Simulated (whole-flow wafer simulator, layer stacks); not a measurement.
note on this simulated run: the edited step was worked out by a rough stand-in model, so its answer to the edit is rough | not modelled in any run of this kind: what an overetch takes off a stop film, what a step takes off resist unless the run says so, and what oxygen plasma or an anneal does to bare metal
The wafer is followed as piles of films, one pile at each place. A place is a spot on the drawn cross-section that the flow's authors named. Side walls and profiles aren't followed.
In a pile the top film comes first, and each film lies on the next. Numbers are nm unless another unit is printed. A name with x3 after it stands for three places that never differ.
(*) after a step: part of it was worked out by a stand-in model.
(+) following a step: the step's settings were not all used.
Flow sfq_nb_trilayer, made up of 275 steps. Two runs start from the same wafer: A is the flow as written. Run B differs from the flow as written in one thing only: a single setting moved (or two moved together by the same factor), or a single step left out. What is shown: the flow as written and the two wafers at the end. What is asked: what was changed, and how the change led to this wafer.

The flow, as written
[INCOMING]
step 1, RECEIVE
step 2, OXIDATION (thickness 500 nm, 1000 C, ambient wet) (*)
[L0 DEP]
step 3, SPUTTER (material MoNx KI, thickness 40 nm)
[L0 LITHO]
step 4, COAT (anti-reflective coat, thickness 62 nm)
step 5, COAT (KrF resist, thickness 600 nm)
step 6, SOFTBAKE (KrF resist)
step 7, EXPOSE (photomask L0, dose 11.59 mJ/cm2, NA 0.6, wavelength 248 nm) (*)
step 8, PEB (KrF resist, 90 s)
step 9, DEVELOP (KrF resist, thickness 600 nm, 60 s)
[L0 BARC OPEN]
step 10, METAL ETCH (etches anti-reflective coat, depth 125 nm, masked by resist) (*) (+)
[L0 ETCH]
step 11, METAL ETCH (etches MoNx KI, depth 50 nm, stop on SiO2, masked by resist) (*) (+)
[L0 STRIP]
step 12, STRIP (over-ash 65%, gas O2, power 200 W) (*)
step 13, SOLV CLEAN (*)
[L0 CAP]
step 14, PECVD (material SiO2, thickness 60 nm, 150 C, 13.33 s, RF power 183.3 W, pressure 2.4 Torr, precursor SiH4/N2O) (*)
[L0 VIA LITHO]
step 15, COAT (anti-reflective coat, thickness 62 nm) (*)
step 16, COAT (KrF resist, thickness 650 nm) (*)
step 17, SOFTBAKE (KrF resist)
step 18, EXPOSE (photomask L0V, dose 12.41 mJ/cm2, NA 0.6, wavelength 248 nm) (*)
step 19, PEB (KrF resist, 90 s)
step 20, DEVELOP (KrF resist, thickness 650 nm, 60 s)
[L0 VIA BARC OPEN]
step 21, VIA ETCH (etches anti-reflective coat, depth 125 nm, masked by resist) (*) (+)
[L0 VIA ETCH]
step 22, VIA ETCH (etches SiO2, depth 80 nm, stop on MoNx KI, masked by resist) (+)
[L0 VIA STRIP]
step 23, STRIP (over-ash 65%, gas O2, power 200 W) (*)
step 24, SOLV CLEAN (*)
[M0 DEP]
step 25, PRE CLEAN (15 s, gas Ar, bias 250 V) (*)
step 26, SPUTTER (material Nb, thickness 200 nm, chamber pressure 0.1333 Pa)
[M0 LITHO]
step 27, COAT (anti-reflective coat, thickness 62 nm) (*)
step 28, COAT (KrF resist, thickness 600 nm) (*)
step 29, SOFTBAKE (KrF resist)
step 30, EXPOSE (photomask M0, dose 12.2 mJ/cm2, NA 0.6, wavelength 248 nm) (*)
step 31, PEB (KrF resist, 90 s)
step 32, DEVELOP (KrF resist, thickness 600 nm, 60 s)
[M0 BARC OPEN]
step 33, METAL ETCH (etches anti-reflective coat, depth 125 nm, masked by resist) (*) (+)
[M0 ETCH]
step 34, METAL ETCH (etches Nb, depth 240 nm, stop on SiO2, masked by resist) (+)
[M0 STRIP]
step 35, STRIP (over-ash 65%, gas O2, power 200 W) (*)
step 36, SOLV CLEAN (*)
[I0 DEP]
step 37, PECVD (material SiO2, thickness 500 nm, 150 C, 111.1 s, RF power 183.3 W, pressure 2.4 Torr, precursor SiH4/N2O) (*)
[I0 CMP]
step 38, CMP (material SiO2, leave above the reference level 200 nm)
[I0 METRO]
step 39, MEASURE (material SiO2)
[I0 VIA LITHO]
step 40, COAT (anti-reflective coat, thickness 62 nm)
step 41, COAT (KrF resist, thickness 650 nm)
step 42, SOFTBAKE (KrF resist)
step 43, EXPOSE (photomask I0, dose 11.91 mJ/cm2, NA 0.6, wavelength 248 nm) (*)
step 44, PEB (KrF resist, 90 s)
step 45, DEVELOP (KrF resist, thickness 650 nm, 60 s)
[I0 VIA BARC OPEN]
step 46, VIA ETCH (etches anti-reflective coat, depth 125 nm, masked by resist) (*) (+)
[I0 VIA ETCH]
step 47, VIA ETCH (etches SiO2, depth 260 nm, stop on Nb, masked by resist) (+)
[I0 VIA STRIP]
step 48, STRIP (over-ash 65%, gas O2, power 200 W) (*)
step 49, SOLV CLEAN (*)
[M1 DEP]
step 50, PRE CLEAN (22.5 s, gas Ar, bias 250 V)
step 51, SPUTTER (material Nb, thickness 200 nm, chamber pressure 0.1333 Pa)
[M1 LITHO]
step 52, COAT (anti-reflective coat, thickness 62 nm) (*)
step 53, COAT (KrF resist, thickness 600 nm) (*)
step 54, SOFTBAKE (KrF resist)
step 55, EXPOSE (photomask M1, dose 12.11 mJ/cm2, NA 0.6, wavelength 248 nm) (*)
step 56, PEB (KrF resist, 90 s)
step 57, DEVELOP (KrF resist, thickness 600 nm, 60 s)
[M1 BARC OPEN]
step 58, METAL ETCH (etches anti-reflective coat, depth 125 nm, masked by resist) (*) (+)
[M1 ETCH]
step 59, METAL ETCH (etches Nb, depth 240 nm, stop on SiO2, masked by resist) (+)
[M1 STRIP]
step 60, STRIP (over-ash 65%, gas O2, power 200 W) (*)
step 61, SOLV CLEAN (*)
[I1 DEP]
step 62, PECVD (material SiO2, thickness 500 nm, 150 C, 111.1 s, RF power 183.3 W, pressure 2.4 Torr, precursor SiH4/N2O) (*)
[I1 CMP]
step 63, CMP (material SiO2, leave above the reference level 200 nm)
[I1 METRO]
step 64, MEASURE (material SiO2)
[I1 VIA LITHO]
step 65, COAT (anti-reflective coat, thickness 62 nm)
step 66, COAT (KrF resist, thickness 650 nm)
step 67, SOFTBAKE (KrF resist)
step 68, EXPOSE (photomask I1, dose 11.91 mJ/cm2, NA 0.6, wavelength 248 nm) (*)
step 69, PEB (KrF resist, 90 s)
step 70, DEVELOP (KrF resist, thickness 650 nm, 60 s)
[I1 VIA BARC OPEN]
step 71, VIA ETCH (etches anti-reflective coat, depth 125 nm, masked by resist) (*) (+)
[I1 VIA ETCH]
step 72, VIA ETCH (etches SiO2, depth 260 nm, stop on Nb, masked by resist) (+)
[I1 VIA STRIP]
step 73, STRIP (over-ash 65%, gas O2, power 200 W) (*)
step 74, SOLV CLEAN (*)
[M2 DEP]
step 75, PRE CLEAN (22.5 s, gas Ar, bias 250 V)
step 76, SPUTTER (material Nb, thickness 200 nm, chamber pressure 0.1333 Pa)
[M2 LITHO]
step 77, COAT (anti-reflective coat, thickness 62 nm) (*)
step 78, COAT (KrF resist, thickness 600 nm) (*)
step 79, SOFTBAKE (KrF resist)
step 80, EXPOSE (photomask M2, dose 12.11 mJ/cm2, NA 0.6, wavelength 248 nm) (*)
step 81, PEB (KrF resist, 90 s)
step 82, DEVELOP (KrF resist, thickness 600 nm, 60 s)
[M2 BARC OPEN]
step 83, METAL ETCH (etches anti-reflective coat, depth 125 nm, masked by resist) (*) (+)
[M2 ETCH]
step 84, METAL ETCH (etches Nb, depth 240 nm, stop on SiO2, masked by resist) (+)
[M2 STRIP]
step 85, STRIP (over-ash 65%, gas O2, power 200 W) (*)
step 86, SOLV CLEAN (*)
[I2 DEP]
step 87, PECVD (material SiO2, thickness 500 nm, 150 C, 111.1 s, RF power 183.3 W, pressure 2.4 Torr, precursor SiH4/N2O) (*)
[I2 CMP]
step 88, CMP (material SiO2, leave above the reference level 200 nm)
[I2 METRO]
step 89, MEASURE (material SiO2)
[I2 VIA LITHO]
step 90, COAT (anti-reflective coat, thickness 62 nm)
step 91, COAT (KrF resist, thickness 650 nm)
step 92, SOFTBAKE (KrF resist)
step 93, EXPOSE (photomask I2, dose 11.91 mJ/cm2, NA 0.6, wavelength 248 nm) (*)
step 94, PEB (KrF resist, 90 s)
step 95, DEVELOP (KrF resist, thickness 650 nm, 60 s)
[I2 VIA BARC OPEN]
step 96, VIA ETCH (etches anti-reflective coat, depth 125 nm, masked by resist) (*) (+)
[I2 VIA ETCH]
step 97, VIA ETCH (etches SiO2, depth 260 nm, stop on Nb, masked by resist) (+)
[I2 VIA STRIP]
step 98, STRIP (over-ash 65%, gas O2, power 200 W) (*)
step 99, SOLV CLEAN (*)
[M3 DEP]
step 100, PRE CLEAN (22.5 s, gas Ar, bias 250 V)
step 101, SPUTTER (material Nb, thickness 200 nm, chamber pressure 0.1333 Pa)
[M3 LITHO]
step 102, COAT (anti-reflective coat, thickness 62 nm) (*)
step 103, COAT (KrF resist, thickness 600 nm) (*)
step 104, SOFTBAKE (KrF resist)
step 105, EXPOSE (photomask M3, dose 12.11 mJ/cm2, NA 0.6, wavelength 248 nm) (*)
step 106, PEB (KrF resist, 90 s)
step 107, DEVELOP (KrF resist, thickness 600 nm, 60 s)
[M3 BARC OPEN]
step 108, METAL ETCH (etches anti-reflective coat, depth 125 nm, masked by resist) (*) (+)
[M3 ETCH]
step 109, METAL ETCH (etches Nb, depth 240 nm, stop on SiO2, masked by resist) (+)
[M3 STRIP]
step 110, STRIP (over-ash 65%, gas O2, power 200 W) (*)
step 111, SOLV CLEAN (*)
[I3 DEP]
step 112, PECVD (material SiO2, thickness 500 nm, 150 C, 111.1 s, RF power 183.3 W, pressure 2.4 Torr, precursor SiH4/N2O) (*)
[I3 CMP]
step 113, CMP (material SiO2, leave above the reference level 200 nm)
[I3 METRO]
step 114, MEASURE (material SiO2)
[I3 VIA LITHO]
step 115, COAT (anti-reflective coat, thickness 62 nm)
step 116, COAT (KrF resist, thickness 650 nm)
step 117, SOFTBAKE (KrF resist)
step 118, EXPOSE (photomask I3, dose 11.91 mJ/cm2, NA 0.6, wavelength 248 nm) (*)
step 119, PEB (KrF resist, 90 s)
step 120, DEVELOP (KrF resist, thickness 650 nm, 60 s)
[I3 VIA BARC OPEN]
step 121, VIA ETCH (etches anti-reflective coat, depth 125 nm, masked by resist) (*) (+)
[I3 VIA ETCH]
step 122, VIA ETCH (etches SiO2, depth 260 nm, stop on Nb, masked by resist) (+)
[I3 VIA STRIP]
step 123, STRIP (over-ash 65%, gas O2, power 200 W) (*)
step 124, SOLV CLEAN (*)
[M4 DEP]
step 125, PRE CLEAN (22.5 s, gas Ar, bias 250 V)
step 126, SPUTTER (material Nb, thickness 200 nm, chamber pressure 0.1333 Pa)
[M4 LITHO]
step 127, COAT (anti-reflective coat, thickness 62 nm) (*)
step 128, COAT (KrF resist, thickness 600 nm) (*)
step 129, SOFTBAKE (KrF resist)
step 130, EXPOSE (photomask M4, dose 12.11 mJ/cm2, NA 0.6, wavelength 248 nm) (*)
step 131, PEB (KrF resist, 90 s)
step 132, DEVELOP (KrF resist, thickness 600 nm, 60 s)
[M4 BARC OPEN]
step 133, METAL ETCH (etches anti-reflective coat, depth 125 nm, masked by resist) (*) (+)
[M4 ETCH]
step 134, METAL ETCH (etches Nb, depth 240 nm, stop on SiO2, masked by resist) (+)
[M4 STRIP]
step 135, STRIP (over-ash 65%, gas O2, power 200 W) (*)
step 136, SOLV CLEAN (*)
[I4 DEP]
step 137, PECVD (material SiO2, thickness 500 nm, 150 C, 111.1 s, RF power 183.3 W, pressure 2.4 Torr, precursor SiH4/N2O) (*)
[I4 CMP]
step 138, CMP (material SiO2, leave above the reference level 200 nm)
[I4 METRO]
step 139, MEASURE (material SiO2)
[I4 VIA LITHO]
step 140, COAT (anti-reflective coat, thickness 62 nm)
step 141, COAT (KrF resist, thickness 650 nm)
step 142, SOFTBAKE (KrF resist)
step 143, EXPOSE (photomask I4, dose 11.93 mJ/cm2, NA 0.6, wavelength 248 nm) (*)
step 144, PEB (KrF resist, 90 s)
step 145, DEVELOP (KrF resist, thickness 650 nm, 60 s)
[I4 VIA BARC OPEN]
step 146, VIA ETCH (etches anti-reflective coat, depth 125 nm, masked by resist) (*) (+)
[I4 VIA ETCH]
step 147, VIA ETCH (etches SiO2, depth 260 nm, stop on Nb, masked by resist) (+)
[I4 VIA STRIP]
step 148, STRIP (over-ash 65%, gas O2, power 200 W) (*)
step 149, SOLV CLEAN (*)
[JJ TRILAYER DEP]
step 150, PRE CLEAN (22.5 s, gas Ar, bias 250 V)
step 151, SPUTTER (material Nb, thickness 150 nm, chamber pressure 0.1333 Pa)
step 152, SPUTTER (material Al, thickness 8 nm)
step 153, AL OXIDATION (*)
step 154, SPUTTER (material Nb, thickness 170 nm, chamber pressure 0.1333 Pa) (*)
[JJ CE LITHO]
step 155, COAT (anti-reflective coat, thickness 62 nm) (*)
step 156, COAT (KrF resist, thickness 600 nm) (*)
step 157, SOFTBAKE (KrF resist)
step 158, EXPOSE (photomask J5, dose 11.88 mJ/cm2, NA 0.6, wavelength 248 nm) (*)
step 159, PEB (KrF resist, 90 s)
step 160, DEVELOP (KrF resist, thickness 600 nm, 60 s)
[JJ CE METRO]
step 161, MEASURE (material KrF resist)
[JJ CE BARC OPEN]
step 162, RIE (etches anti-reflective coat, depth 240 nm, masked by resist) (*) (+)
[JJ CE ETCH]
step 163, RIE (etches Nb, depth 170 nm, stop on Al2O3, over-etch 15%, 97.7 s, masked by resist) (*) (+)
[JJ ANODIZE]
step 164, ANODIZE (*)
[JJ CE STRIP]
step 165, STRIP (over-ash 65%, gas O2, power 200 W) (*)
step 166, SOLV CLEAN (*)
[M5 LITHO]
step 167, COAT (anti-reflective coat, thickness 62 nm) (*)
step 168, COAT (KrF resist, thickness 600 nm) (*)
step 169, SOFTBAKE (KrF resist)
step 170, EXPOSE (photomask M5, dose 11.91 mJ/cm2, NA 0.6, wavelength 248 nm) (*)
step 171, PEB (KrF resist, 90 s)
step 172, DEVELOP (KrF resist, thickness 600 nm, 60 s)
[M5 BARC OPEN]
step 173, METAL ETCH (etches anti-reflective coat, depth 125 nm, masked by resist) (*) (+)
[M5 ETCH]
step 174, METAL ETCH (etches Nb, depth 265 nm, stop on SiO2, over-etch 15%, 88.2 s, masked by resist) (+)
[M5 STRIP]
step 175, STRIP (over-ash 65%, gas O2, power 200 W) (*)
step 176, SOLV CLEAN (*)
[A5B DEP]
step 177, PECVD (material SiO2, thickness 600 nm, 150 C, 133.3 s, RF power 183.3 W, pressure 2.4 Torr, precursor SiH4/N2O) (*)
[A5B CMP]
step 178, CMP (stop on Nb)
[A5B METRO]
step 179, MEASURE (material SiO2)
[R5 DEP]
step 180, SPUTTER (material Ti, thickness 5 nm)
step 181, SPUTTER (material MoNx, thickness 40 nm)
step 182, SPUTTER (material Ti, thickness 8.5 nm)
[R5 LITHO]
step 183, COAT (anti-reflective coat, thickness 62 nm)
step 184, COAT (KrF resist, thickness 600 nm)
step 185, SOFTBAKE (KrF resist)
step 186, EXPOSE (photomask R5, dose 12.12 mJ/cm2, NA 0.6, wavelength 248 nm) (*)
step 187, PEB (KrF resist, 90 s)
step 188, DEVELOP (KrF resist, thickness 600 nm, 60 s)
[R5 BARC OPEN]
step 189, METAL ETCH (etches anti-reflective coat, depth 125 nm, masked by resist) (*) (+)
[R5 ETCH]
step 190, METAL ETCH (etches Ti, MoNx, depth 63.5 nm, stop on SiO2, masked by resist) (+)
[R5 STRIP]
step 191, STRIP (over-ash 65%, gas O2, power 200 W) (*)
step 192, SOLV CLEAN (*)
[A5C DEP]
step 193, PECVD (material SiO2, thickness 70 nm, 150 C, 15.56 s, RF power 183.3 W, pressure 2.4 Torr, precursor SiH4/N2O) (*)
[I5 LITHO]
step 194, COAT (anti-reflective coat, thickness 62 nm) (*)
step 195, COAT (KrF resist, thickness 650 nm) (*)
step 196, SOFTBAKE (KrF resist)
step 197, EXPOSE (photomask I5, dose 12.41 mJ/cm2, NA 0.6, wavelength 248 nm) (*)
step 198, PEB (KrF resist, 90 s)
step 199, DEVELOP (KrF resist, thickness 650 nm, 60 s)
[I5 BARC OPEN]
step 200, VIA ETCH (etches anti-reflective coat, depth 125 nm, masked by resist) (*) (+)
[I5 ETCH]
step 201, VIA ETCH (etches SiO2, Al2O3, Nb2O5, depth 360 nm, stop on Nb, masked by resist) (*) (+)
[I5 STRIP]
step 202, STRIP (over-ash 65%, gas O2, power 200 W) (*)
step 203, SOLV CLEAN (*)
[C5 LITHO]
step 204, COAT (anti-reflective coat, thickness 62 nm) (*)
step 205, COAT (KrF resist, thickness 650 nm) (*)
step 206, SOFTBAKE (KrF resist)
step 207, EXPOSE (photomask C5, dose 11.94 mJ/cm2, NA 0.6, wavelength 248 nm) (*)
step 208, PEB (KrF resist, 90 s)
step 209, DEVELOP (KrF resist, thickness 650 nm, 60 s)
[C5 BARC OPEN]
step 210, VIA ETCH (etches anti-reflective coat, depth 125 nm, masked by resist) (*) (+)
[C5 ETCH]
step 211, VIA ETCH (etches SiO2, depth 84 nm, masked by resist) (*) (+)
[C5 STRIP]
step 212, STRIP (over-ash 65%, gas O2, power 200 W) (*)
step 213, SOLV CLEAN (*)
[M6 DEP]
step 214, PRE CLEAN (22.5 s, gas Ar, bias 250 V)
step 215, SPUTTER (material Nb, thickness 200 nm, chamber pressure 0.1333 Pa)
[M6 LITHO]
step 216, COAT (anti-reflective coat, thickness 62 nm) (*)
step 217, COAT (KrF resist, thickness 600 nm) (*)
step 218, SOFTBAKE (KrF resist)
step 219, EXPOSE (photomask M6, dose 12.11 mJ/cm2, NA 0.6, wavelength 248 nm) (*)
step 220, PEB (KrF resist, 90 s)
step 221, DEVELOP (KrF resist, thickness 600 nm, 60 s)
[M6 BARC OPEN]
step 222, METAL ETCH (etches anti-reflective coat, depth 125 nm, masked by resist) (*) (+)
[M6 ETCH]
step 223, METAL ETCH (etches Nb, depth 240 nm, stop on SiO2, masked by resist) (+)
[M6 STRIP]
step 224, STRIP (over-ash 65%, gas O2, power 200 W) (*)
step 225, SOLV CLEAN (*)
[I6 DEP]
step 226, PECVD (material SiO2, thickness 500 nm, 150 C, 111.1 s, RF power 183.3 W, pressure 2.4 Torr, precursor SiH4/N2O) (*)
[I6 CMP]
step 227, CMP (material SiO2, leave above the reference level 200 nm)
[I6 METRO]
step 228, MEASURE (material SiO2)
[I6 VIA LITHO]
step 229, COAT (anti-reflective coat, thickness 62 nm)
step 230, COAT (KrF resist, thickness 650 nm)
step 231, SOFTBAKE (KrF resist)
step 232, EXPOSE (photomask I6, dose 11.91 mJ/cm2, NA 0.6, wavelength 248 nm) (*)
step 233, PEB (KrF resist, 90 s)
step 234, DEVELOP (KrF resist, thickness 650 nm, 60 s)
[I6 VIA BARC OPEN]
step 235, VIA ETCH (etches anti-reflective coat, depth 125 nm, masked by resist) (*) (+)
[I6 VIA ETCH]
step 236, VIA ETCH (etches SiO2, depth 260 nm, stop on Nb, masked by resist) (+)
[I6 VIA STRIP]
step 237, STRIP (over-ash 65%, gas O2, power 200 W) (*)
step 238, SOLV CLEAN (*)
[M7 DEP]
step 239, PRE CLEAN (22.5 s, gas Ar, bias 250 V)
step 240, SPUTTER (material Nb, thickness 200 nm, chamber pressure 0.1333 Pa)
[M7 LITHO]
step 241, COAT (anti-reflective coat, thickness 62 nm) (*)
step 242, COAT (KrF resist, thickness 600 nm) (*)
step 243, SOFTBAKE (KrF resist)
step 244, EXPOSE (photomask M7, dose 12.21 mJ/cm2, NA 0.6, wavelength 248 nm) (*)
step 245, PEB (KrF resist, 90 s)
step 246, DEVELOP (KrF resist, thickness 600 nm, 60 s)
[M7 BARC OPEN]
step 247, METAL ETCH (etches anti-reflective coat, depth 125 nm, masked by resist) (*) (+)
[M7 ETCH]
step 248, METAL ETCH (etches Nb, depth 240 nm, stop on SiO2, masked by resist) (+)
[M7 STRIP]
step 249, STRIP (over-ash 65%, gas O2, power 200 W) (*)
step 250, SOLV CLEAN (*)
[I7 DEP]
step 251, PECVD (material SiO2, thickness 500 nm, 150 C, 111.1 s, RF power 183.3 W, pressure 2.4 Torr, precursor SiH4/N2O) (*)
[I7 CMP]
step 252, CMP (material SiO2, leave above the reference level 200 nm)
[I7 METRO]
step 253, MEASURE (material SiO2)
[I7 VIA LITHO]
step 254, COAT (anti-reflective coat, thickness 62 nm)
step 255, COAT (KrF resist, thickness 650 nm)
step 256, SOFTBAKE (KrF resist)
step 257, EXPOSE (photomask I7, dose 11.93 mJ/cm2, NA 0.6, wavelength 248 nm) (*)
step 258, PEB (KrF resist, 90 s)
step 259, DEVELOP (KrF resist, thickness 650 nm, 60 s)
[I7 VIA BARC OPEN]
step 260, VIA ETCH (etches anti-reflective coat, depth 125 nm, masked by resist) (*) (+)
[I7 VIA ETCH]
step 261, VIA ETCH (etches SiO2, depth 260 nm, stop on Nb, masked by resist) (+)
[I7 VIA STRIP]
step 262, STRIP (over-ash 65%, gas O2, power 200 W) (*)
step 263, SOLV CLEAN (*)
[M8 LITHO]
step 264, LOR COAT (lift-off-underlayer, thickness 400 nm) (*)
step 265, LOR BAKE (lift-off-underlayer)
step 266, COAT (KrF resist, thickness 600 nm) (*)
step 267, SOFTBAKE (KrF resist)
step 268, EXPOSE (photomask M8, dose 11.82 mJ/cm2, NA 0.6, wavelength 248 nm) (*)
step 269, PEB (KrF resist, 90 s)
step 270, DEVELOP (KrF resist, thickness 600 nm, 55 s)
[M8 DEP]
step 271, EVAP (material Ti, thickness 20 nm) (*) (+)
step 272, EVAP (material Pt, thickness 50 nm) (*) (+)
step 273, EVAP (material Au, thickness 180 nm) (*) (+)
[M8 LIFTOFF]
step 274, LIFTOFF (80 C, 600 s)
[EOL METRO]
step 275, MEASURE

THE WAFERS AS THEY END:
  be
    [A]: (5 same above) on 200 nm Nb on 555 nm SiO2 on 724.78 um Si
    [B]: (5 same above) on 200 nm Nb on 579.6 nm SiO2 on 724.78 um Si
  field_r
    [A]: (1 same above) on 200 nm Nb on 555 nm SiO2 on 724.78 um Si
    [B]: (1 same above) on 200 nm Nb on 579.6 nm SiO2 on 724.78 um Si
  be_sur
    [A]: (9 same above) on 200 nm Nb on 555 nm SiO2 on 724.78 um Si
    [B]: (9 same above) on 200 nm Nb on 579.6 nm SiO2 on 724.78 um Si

Cause: step 14, PECVD: thickness 84.6 nm was run, while the flow as written has thickness 60 nm; step 14, PECVD: 18.8 s was run, where the flow has 13.33 s.

The path from the change to this, step by step:
  step 14, PECVD (material SiO2, thickness 60 nm, 150 C, 13.33 s, RF power 183.3 W, pressure 2.4 Torr, precursor SiH4/N2O) (*)
      v_sur, via_wl, via_w and 97 more: A +60 SiO2 | B +84.6 SiO2
      field_l, l0_sur, l0v, l0r_line_l, l0r_line_c, l0r_line_r: A +60 SiO2 (new film) | B +84.6 SiO2 (new film)
  step 22, VIA ETCH (etches SiO2, depth 80 nm, stop on MoNx KI, masked by resist) (+)
      l0v: A -59.8 SiO2 (all of it) | B -80 SiO2
  step 25, PRE CLEAN (15 s, gas Ar, bias 250 V) (*)
      l0v: A -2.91 MoNx KI | B -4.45 SiO2 (all of it), -0.34 MoNx KI
  step 27, COAT (anti-reflective coat, thickness 62 nm) (*)
      l0_sur: A +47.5 anti-reflective coat (new film) | B +45.9 anti-reflective coat (new film)
      l0v: A +78 anti-reflective coat (new film) | B +83.5 anti-reflective coat (new film)
  step 28, COAT (KrF resist, thickness 600 nm) (*)
      l0v: A +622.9 KrF resist (new film) | B +637.8 KrF resist (new film)
  step 35, STRIP (over-ash 65%, gas O2, power 200 W) (*)
      l0_sur: A -372 KrF resist (all of it), -47.5 anti-reflective coat (all of it) | B -369.6 KrF resist (all of it), -45.9 anti-reflective coat (all of it)
      l0v: A -405.3 KrF resist (all of it), -78 anti-reflective coat (all of it) | B -420.1 KrF resist (all of it), -83.5 anti-reflective coat (all of it)
  step 38, CMP (material SiO2, leave above the reference level 200 nm)
      l0v: A -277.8 SiO2 | B -251.9 SiO2
